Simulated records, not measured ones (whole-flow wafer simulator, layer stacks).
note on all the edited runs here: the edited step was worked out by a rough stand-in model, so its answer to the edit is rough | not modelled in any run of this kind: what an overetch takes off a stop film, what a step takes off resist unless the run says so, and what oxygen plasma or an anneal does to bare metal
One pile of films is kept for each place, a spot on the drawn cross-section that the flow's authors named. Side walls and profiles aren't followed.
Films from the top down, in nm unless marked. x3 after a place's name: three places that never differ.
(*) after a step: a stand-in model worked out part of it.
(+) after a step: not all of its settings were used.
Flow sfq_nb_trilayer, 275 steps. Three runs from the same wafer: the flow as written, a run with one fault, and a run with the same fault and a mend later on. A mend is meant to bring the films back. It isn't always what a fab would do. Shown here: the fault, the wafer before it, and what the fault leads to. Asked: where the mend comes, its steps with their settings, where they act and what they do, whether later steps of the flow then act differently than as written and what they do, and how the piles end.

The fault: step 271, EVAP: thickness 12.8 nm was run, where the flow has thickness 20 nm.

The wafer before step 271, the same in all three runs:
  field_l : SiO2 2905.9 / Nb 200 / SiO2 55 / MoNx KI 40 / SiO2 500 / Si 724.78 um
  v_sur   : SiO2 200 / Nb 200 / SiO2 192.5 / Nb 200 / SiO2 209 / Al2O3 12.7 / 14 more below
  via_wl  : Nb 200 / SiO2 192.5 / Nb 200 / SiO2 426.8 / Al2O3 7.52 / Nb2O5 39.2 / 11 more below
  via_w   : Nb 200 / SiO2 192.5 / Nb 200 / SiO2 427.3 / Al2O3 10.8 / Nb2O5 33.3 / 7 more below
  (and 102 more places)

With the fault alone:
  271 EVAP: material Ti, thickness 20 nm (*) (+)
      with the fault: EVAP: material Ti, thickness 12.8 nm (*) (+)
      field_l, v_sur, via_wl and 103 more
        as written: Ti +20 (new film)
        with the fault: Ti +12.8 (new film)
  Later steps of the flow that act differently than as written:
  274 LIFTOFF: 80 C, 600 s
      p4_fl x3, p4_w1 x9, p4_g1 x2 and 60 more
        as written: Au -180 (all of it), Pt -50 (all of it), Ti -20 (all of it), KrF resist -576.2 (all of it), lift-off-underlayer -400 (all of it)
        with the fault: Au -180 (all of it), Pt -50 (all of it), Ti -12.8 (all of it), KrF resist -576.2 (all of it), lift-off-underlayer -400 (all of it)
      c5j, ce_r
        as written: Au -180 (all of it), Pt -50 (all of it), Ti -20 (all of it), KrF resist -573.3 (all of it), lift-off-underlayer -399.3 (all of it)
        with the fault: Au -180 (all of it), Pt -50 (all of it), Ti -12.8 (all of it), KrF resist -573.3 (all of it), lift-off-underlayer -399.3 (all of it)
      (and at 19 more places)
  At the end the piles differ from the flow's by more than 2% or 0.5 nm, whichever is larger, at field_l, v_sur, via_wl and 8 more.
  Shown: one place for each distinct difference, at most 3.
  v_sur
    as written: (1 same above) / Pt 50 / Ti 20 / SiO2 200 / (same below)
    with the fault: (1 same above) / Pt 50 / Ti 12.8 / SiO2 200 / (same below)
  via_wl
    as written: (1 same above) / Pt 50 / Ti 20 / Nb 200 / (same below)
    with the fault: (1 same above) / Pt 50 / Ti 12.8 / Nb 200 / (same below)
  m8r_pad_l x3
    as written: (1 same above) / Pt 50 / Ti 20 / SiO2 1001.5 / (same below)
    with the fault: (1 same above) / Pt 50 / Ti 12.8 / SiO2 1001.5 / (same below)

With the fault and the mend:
  The mend comes after step 271.
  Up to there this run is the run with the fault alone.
  271a EVAP: material Ti, thickness 7.2 nm (*) (+) (the flow's step 271 once more, with other settings)
      field_l, v_sur, via_wl and 103 more
        Ti +7.2
  No later step of the flow acts differently than as written at any place that is followed.
  At the end the piles are the same as the flow's at every place that both follow.
